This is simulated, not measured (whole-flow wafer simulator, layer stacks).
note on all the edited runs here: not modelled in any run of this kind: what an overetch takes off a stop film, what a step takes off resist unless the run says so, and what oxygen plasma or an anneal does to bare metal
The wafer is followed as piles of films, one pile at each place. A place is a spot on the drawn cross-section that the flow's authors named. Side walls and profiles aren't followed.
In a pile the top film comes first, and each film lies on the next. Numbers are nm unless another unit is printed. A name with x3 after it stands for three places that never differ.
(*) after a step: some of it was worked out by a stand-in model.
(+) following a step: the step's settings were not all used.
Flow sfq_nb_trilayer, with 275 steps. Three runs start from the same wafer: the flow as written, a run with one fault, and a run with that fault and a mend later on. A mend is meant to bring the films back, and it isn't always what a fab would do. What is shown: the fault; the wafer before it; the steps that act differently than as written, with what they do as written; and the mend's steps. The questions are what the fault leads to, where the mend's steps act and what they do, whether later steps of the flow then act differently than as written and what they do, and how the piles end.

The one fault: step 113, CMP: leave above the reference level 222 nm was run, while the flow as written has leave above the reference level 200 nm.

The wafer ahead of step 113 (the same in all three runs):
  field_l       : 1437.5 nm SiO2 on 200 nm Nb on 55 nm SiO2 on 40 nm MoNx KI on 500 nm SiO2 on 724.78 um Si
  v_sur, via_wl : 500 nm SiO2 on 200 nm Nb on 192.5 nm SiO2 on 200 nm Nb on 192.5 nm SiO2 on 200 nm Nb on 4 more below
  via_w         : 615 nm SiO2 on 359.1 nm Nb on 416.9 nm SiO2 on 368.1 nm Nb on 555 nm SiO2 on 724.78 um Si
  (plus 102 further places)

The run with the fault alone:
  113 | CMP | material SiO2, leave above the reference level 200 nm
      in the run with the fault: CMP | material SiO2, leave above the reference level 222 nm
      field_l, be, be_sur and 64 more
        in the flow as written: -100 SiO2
        in the run with the fault: -78 SiO2
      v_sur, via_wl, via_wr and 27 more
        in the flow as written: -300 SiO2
        in the run with the fault: -278 SiO2
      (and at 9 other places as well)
  Later steps of the flow acting differently than as written (not shown: 3 more steps that differ only slightly, by at most 2% or 0.5 nm, whichever is larger):
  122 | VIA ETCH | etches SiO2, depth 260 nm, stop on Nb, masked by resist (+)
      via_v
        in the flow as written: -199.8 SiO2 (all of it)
        in the run with the fault: -221.8 SiO2 (all of it)
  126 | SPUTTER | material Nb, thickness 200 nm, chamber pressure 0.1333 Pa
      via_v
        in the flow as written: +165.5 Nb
        in the run with the fault: +160.8 Nb
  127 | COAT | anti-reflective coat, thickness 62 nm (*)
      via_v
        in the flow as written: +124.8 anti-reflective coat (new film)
        in the run with the fault: +129.6 anti-reflective coat (new film)
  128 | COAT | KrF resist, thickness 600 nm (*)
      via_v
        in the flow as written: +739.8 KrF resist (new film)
        in the run with the fault: +758 KrF resist (new film)
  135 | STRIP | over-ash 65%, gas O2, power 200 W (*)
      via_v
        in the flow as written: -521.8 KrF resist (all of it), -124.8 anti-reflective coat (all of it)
        in the run with the fault: -540 KrF resist (all of it), -129.6 anti-reflective coat (all of it)
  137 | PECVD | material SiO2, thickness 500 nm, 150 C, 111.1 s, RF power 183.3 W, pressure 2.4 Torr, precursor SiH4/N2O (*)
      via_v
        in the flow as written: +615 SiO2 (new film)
        in the run with the fault: +641.8 SiO2 (new film)
  By the end, the piles at v_sur, via_wl, via_w and 29 more depart from the flow's by more than 2% or 0.5 nm, whichever is larger.
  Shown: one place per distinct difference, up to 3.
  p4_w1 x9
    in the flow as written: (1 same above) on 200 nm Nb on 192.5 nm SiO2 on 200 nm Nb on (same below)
    in the run with the fault: (1 same above) on 200 nm Nb on 214.5 nm SiO2 on 200 nm Nb on (same below)
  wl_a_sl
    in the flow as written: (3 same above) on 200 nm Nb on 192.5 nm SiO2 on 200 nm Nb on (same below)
    in the run with the fault: (3 same above) on 200 nm Nb on 214.5 nm SiO2 on 200 nm Nb on (same below)
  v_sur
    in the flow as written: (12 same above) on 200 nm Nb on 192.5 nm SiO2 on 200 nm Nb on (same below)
    in the run with the fault: (12 same above) on 200 nm Nb on 214.5 nm SiO2 on 200 nm Nb on (same below)

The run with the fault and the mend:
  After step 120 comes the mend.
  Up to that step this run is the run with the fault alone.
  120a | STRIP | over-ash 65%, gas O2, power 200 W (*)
      field_l, v_sur, via_wl and 102 more
        -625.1 KrF resist (all of it), -62 anti-reflective coat (all of it)
      via_v
        -62 anti-reflective coat (all of it)
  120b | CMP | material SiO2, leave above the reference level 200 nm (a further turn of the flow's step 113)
      field_l, v_sur, via_wl and 103 more
        -22 SiO2
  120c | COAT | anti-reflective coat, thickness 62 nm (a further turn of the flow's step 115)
      field_l, v_sur, via_wl and 103 more
        +62 anti-reflective coat (new film)
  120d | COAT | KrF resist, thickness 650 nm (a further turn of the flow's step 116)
      field_l, v_sur, via_wl and 103 more
        +650 KrF resist (new film)
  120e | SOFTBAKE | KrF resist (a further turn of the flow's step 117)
      alters no film at any place that is followed
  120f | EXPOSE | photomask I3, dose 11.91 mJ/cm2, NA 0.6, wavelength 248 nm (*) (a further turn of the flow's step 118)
      alters no film at any place that is followed
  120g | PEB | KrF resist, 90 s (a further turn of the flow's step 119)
      field_l, v_sur, via_wl and 103 more
        -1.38 KrF resist
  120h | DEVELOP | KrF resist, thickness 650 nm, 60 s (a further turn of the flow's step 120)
      field_l, v_sur, via_wl and 102 more
        -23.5 KrF resist
      via_v
        -648.6 KrF resist (all of it)
  None of the later steps of the flow acts differently than as written at any place that is followed.
  By the end, the piles equal the flow's at every place that both follow.
